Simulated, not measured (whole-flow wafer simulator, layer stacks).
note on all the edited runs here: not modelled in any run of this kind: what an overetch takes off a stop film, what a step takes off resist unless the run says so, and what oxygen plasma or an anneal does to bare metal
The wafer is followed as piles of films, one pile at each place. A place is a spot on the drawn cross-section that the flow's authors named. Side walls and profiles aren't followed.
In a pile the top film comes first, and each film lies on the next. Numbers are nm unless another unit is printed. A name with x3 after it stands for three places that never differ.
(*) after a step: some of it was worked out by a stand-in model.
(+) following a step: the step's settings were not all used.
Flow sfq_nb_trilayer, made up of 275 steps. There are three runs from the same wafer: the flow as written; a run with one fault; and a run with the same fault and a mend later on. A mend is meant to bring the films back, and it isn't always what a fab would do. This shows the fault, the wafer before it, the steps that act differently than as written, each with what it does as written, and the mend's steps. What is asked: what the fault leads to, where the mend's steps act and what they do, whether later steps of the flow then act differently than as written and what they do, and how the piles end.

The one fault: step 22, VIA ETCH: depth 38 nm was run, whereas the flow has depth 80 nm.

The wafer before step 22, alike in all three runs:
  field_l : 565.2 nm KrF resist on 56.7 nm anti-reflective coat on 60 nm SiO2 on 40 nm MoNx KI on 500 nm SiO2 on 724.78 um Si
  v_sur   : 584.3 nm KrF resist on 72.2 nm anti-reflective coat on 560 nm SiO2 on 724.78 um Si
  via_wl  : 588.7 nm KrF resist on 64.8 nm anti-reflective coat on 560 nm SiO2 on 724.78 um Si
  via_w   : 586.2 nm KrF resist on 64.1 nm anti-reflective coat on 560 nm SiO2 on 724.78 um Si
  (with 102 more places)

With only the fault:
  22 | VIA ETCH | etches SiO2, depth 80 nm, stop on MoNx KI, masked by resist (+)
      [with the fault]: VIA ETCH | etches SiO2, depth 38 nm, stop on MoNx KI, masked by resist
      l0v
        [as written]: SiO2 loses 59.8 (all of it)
        [with the fault]: SiO2 loses 38
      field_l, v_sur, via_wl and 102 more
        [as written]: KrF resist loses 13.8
        [with the fault]: KrF resist loses 6.55
  Steps further on in the flow that do not act as written (not shown: 3 more steps that differ only slightly, by at most 2% or 0.5 nm, whichever is larger):
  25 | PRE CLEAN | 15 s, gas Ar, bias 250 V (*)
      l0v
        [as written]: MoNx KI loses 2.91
        [with the fault]: SiO2 loses 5
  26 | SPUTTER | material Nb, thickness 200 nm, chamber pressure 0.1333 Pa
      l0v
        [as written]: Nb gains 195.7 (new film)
        [with the fault]: Nb gains 200 (new film)
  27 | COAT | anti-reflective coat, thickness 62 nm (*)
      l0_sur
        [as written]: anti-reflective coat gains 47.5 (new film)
        [with the fault]: anti-reflective coat gains 49.9 (new film)
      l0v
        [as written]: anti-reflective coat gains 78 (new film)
        [with the fault]: anti-reflective coat gains 71.6 (new film)
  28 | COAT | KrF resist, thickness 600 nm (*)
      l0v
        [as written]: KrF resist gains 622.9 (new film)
        [with the fault]: KrF resist gains 610.2 (new film)
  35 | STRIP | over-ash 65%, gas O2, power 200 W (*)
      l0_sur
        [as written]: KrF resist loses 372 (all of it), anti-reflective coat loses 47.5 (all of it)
        [with the fault]: KrF resist loses 373.1 (all of it), anti-reflective coat loses 49.9 (all of it)
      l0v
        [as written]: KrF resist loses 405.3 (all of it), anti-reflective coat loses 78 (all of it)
        [with the fault]: KrF resist loses 392.5 (all of it), anti-reflective coat loses 71.6 (all of it)
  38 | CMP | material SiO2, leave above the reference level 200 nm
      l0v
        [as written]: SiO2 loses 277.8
        [with the fault]: SiO2 loses 301.8
  The piles end different from the flow's at l0v by more than 2% or 0.5 nm, whichever is larger.
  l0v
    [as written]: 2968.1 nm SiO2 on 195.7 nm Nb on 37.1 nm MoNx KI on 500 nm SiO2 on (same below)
    [with the fault]: 2944 nm SiO2 on 200 nm Nb on 16.8 nm SiO2 on 40 nm MoNx KI on 500 nm SiO2 on (same below)

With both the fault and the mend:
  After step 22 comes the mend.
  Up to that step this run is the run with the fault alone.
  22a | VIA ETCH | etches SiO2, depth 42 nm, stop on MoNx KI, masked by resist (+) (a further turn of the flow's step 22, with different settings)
      field_l, v_sur, via_wl and 102 more
        KrF resist loses 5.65
      l0v
        SiO2 loses 21.8 (all of it)
  Later steps of the flow that are run all act as written at every place that is followed, up to a difference of at most 2% or 0.5 nm, whichever is larger.
  At every place that both follow, the piles at the end match the flow's.
